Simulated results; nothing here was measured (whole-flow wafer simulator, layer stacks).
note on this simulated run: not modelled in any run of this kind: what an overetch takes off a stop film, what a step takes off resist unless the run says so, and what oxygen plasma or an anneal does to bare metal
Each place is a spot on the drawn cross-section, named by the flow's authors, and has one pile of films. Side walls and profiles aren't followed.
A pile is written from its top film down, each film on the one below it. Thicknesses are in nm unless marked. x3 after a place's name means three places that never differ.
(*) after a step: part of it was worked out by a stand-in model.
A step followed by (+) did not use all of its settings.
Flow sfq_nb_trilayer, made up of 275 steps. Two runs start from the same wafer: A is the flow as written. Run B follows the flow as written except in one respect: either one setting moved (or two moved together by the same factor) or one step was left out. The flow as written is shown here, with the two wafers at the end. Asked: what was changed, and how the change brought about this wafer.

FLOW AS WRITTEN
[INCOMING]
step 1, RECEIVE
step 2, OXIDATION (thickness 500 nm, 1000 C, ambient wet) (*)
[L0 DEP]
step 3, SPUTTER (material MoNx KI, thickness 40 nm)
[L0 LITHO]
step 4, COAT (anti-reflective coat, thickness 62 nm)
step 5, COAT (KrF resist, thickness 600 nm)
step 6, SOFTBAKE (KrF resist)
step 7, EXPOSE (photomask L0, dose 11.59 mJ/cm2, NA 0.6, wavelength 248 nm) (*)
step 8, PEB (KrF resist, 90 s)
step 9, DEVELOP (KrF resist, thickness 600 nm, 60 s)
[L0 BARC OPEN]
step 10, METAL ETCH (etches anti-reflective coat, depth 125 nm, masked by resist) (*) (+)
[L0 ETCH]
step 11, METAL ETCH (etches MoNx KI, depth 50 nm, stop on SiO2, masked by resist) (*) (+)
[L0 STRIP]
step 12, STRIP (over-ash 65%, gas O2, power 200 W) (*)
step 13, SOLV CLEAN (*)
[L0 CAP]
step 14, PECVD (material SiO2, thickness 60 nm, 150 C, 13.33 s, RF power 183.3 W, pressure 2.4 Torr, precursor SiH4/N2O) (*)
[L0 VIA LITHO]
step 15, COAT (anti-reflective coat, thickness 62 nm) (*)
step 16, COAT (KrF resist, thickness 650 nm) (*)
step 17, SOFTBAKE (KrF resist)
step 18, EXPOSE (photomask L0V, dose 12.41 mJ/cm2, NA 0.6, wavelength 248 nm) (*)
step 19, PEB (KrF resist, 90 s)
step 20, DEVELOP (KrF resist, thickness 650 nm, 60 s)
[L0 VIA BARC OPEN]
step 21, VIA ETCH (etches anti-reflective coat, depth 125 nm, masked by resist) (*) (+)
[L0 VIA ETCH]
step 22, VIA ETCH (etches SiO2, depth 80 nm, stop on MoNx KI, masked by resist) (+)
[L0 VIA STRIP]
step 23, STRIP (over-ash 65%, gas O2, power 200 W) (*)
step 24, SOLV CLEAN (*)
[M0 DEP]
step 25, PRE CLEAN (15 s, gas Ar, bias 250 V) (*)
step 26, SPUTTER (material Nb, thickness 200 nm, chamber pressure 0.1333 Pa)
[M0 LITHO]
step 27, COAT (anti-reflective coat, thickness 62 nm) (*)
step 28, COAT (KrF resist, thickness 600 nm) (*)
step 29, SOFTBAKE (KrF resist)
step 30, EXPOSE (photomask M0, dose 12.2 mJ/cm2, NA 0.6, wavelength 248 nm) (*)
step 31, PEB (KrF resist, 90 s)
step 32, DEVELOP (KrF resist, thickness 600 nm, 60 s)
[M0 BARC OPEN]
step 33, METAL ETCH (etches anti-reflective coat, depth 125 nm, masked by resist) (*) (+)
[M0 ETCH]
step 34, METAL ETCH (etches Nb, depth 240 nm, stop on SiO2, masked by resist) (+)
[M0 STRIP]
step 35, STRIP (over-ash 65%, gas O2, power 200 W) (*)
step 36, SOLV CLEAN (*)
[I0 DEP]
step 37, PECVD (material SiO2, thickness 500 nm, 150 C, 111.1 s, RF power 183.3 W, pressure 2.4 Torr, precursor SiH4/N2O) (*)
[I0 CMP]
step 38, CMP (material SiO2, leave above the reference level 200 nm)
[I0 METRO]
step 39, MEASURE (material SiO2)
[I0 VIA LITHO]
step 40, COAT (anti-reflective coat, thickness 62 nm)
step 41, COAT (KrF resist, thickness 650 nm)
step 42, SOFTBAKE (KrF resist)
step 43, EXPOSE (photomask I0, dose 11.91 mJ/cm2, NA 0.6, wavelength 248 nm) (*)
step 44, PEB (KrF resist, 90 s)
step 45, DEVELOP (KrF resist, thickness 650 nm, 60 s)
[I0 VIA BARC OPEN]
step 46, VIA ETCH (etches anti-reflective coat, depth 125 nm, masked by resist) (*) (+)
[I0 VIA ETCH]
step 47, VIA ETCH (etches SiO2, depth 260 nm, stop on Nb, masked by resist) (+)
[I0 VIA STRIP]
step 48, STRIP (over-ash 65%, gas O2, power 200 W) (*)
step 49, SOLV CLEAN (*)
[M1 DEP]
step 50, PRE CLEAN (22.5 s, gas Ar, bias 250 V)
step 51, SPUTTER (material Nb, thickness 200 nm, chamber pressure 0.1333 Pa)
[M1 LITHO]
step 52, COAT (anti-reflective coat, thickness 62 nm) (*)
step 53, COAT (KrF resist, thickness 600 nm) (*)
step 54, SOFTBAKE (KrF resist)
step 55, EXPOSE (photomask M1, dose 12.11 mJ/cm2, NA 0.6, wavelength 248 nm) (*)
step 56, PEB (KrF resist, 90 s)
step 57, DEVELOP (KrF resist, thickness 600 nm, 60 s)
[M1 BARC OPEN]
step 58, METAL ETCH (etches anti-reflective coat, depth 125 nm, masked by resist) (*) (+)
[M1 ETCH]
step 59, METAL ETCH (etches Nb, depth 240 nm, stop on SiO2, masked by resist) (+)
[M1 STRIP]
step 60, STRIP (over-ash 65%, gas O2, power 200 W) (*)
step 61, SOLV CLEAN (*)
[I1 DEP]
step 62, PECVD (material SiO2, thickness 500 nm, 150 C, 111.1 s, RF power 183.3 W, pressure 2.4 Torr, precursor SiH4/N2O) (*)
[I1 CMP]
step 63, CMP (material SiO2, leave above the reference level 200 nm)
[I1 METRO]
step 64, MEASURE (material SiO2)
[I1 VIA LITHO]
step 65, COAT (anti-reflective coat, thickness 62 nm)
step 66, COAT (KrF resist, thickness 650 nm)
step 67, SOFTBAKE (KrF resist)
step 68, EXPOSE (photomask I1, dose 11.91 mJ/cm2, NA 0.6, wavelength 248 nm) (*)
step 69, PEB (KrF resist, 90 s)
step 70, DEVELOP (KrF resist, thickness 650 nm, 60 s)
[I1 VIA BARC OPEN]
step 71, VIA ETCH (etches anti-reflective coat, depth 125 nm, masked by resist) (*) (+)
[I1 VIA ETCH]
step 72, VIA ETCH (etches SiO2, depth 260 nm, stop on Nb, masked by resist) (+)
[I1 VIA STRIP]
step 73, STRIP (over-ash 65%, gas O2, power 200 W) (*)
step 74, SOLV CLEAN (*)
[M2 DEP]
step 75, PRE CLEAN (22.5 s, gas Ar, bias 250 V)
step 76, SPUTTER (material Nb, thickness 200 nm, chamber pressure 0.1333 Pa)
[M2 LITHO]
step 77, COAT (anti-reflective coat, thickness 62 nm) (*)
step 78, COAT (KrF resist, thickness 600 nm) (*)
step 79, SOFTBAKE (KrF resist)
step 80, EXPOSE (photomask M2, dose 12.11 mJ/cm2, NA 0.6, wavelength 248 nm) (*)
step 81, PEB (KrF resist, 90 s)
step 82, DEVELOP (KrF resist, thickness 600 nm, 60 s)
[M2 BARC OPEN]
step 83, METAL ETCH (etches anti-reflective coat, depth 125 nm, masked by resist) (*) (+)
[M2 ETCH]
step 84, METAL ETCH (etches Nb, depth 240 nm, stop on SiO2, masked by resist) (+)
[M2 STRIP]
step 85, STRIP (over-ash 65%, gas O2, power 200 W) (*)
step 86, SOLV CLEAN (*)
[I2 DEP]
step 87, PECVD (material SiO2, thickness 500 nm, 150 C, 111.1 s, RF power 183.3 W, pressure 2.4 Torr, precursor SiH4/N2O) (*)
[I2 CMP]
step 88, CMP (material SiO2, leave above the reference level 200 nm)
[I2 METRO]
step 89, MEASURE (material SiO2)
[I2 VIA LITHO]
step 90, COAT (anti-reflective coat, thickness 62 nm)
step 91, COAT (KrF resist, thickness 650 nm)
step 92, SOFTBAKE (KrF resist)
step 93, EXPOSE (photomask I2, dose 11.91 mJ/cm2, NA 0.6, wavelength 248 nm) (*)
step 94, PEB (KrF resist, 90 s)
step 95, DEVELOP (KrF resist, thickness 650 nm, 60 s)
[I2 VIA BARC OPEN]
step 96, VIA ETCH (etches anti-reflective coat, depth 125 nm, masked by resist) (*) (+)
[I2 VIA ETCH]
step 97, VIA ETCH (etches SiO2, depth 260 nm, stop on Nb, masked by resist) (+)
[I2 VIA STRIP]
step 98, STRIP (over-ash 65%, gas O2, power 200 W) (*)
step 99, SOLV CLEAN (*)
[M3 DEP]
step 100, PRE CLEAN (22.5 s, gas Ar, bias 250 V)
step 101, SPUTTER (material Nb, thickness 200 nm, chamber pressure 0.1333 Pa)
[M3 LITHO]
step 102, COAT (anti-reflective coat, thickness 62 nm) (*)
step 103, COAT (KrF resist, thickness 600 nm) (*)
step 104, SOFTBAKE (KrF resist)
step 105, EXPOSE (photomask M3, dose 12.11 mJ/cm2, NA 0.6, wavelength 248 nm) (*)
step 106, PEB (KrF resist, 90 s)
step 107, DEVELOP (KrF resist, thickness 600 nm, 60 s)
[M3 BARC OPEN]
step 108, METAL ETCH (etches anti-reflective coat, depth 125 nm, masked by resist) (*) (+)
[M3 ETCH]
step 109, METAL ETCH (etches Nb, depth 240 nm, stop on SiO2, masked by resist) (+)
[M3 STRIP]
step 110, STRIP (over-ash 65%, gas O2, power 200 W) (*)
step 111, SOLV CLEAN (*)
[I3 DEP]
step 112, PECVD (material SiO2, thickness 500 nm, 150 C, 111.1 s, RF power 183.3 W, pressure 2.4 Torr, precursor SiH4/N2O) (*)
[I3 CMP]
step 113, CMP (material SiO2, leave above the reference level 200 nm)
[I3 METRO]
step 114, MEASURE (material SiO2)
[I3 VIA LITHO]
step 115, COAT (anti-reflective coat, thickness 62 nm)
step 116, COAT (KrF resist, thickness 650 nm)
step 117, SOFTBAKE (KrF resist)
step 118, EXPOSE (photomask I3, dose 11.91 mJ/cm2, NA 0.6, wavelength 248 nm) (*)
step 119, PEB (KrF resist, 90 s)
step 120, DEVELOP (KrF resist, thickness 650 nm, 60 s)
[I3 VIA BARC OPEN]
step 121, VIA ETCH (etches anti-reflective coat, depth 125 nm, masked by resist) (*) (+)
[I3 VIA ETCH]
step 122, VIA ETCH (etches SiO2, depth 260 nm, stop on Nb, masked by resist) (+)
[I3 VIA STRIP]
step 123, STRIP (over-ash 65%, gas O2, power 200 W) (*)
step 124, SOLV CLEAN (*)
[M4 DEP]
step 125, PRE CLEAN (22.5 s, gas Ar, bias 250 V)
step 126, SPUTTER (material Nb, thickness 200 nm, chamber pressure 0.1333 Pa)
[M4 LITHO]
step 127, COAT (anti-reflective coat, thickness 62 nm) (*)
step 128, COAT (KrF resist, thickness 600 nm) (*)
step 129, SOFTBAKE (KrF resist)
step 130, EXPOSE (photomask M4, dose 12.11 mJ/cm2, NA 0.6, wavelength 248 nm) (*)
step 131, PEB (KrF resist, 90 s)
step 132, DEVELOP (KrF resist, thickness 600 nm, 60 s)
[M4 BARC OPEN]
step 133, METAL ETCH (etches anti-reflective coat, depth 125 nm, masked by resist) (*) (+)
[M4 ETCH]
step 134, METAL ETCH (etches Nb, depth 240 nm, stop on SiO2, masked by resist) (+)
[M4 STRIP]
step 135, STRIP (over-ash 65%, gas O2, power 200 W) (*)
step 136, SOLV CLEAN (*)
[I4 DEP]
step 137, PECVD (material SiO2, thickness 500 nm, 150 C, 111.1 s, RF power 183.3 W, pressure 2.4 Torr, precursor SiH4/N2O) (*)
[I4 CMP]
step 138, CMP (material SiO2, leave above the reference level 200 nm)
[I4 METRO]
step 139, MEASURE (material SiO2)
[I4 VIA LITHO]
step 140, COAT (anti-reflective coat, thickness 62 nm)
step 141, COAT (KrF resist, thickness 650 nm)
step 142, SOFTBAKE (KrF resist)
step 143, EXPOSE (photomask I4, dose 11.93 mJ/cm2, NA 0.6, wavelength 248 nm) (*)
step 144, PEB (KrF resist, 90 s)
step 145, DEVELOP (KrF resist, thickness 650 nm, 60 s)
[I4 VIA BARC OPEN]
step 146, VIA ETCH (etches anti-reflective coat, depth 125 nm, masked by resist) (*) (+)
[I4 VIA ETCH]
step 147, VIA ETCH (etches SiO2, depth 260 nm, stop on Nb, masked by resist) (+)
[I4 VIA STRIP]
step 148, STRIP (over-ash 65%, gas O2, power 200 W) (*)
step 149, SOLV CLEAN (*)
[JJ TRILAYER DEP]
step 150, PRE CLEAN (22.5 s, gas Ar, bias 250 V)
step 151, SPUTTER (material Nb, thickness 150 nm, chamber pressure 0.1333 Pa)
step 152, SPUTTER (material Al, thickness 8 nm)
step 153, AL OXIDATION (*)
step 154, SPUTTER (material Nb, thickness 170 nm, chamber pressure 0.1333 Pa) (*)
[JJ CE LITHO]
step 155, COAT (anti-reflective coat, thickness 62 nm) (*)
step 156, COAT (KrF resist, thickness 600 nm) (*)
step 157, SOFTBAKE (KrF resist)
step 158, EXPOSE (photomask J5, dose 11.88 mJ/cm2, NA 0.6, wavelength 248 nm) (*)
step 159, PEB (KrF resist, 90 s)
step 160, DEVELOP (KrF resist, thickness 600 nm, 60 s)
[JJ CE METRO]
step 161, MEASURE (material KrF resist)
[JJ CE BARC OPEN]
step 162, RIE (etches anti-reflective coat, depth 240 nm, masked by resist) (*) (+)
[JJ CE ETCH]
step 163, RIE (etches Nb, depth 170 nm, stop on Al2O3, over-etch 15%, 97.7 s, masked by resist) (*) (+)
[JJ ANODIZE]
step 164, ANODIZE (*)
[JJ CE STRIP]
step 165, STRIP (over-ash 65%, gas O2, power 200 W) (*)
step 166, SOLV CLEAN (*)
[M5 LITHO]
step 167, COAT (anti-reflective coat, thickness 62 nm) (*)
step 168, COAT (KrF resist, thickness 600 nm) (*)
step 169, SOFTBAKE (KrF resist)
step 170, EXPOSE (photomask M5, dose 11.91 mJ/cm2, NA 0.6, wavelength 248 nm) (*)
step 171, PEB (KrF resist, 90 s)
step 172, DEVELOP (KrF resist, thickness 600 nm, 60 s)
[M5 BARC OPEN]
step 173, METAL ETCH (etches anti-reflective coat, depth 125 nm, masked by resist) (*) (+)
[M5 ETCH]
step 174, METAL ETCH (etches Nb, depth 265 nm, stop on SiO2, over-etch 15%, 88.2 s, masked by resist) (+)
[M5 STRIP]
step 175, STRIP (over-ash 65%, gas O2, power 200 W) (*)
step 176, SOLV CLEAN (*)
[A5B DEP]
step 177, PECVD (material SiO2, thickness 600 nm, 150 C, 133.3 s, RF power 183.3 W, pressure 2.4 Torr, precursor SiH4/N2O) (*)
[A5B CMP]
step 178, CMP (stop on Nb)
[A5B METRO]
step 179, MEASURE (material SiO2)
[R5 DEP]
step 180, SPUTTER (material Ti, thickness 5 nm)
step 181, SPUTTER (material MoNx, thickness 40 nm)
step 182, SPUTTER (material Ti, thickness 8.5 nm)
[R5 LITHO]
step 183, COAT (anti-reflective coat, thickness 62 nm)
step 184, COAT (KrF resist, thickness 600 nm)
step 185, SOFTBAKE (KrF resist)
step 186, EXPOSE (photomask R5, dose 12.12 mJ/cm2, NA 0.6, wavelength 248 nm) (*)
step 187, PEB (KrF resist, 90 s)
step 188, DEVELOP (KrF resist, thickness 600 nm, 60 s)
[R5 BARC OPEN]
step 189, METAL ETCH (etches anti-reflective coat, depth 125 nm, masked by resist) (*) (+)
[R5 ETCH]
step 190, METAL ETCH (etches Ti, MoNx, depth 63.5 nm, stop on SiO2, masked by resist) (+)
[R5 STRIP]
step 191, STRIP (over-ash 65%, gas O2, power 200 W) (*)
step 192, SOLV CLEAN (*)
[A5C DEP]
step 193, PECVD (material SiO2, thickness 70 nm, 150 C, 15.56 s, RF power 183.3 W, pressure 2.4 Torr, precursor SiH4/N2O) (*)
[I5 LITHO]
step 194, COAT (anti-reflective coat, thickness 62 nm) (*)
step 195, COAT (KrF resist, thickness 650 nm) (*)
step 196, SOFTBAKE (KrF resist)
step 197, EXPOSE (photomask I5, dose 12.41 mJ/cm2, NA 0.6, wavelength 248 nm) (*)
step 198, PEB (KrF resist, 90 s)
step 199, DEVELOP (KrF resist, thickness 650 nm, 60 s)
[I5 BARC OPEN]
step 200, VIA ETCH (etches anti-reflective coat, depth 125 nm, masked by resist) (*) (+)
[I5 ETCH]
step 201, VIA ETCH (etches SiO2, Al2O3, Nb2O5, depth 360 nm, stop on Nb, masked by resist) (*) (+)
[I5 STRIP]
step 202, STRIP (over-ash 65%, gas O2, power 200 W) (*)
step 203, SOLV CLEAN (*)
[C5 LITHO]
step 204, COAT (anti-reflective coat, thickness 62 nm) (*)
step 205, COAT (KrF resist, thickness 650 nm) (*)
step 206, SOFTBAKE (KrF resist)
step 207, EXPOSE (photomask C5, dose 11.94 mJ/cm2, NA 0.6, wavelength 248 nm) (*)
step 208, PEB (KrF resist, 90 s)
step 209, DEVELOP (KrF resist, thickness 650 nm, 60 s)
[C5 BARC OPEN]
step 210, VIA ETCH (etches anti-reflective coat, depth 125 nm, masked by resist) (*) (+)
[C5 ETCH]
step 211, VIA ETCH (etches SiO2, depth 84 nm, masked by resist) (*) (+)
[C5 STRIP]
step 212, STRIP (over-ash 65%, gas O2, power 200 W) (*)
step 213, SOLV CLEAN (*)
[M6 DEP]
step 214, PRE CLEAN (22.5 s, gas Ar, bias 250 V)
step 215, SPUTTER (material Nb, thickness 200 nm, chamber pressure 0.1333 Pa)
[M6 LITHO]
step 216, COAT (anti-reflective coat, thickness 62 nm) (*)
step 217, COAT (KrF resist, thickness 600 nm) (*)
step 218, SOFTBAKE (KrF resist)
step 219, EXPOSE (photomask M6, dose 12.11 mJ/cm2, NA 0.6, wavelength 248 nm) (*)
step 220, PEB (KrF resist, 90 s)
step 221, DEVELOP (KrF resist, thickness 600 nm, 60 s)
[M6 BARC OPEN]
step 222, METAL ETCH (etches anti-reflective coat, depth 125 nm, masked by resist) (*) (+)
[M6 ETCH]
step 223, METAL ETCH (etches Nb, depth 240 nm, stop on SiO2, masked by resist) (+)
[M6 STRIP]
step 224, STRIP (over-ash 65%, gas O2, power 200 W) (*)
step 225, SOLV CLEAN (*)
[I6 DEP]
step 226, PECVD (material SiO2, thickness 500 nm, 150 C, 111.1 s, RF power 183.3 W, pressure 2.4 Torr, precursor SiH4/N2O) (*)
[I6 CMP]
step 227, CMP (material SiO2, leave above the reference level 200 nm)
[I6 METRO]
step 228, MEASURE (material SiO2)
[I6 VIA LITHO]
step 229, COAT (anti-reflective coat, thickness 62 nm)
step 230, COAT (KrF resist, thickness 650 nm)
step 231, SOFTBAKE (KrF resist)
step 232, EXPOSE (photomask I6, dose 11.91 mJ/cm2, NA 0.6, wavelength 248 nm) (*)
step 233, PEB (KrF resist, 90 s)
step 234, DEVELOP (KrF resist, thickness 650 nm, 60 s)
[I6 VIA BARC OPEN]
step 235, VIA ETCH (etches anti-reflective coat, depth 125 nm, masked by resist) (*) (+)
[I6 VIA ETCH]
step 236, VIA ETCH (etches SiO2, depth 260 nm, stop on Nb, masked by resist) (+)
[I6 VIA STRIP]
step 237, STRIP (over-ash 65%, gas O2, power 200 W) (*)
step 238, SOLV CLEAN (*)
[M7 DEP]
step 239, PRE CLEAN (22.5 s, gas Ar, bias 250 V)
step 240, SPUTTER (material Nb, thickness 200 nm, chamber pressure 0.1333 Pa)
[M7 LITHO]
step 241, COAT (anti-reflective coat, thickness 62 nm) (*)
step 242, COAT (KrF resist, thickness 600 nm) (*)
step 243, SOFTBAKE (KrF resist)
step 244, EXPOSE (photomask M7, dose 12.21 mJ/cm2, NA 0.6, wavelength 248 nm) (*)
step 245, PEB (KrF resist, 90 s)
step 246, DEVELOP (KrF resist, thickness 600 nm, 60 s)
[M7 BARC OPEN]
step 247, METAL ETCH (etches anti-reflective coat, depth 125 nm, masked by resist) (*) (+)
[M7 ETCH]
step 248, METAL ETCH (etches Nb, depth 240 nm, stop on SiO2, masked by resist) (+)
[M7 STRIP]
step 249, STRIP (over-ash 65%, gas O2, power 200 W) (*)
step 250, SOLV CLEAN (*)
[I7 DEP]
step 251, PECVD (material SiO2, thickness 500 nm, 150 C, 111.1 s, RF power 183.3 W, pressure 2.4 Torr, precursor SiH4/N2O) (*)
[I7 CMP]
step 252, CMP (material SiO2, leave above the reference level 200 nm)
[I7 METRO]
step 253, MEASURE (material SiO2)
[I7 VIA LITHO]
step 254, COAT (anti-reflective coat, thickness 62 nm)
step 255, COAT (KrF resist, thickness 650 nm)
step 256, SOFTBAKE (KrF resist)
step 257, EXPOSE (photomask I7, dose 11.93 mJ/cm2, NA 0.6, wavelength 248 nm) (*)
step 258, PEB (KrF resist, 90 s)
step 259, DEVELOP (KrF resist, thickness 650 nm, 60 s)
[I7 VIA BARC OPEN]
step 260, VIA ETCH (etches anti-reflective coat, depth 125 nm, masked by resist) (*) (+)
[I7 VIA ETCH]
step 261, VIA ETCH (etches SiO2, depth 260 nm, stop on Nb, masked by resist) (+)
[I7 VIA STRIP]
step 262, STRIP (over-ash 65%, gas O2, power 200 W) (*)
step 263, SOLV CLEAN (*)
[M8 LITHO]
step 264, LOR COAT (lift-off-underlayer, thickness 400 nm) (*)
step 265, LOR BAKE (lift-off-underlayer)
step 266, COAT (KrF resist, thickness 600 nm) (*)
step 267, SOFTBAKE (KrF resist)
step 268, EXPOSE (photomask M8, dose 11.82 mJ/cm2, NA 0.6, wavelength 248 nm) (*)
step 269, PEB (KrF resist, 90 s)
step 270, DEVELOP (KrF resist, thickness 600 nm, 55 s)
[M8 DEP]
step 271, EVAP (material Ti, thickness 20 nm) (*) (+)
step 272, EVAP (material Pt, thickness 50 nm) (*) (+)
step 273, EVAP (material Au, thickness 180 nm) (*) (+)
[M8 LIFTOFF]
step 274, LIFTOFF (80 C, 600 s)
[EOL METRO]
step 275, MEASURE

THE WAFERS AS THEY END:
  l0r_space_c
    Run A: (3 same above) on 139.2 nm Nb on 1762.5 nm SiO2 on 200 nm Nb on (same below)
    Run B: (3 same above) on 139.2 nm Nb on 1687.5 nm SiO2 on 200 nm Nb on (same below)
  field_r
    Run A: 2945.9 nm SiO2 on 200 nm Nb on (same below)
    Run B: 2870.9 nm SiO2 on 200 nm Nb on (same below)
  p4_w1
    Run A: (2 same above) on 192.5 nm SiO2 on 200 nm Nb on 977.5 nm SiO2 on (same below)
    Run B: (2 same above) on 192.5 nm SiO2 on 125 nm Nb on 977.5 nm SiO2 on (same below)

The reason: step 101, SPUTTER: thickness 125 nm was run, though the flow has thickness 200 nm.
The wafer itself shows it: p4_w1 has Nb 125, and step 101 as written asks for 200 nm.

Step by step, how the change led to this:
  step 101, SPUTTER (material Nb, thickness 200 nm, chamber pressure 0.1333 Pa)
      field_l, v_sur, via_wl and 102 more: A Nb gains 200 (new film) | B Nb gains 125 (new film)
      via_w: A Nb gains 165.5 | B Nb gains 103.1
  step 102, COAT (anti-reflective coat, thickness 62 nm) (*)
      via_wl, via_wr: A anti-reflective coat gains 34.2 (new film) | B anti-reflective coat gains 32.6 (new film)
      via_w: A anti-reflective coat gains 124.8 (new film) | B anti-reflective coat gains 121 (new film)
  step 109, METAL ETCH (etches Nb, depth 240 nm, stop on SiO2, masked by resist) (+)
      field_l, be, be_sur and 72 more: A Nb loses 200 (all of it) | B Nb loses 125 (all of it)
      v_sur, via_wl, via_w and 28 more: A KrF resist loses 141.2 | B KrF resist loses 110.3
  step 110, STRIP (over-ash 65%, gas O2, power 200 W) (*)
      p4_w1, p4_w2, p4_w3 and 21 more: A KrF resist loses 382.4 (all of it), anti-reflective coat loses 62 (all of it) | B KrF resist loses 413.3 (all of it), anti-reflective coat loses 62 (all of it)
      v_sur: A KrF resist loses 365.3 (all of it), anti-reflective coat loses 61.1 (all of it) | B KrF resist loses 396.9 (all of it), anti-reflective coat loses 60.8 (all of it)
      (as well as at 6 more places)
  step 112, PECVD (material SiO2, thickness 500 nm, 150 C, 111.1 s, RF power 183.3 W, pressure 2.4 Torr, precursor SiH4/N2O) (*)
      p4_g1, p4_g2, p3_s0, p3_s1, p3_s2, p3_s3, p3_s4, p3_s5: A SiO2 gains 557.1 | B SiO2 gains 500
      via_w: A SiO2 gains 615 (new film) | B SiO2 gains 594.3 (new film)
  step 113, CMP (material SiO2, leave above the reference level 200 nm)
      field_l, be, be_sur and 64 more: A SiO2 loses 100 | B SiO2 loses 175
      p4_g1, p4_g2, p3_s0, p3_s1, p3_s2, p3_s3, p3_s4, p3_s5: A SiO2 loses 157.1 | B SiO2 loses 175
      (as well as at 1 more place)
